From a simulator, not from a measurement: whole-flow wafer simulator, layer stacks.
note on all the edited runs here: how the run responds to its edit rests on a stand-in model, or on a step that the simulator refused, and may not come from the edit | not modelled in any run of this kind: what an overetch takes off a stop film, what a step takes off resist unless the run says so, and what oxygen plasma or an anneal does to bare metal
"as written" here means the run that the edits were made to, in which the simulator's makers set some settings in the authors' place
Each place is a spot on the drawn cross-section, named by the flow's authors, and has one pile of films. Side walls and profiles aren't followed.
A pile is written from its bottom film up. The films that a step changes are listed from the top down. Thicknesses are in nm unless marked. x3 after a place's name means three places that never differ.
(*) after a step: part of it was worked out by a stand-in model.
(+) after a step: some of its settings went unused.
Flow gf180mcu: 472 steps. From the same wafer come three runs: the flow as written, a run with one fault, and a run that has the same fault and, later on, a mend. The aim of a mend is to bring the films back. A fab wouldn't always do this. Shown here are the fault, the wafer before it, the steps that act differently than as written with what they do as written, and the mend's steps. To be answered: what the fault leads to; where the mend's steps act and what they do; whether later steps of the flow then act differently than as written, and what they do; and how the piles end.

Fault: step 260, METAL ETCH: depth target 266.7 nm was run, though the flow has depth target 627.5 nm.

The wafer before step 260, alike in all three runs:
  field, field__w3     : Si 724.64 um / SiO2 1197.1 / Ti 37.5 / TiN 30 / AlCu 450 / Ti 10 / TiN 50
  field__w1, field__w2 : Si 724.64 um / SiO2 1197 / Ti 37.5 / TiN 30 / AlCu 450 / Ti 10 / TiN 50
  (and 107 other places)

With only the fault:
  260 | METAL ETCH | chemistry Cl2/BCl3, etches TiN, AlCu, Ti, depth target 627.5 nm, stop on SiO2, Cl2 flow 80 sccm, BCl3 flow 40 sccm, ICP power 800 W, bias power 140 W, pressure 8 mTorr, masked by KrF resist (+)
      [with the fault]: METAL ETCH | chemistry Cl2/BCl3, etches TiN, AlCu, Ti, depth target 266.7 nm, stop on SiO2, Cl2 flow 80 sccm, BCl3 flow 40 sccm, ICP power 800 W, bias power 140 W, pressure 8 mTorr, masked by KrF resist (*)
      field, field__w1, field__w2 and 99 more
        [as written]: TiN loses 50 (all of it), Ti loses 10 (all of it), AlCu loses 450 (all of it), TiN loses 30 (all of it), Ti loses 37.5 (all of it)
        [with the fault]: TiN loses 50 (all of it), Ti loses 10 (all of it), AlCu loses 206.7
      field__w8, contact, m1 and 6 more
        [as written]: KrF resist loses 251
        [with the fault]: KrF resist loses 106.7
  Later steps of the flow acting differently than as written:
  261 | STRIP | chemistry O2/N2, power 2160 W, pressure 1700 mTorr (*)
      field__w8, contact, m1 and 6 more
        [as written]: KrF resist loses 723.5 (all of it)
        [with the fault]: KrF resist loses 867.8 (all of it)
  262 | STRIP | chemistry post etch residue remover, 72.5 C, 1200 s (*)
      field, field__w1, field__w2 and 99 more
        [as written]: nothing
        [with the fault]: AlCu loses 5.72
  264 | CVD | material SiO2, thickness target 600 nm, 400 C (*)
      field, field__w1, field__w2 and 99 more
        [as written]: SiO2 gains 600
        [with the fault]: SiO2 gains 600 (new film)
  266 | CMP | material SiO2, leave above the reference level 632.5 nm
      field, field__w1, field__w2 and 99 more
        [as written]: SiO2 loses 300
        [with the fault]: SiO2 loses 605.1
  By the end, the piles at field, field__w1, field__w2 and 100 more depart from the flow's by more than 2% or 0.5 nm, whichever is larger.
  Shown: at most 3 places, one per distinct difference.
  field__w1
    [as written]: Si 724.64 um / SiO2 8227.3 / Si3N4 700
    [with the fault]: Si 724.64 um / SiO2 1197 / Ti 37.5 / TiN 30 / AlCu 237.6 / SiO2 6725.2 / Si3N4 700
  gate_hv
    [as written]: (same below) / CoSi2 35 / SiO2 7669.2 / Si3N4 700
    [with the fault]: (same below) / CoSi2 35 / SiO2 638.9 / Ti 37.5 / TiN 30 / AlCu 237.6 / SiO2 6725.2 / Si3N4 700
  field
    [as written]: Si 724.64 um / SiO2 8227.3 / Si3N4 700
    [with the fault]: Si 724.64 um / SiO2 1197.1 / Ti 37.5 / TiN 30 / AlCu 237.6 / SiO2 6725.2 / Si3N4 700

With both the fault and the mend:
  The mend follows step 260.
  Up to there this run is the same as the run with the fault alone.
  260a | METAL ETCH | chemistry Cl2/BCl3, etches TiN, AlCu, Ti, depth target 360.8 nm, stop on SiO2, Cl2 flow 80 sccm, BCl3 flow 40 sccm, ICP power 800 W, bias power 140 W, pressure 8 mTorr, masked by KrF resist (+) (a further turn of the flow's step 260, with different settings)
      field, field__w1, field__w2 and 99 more
        AlCu loses 243.3 (all of it), TiN loses 30 (all of it), Ti loses 37.5 (all of it)
      field__w8, contact, m1 and 6 more
        KrF resist loses 144.3
  Every later step of the flow that is run acts as written at every place that is followed.
  At every place that both follow, the piles at the end match the flow's.
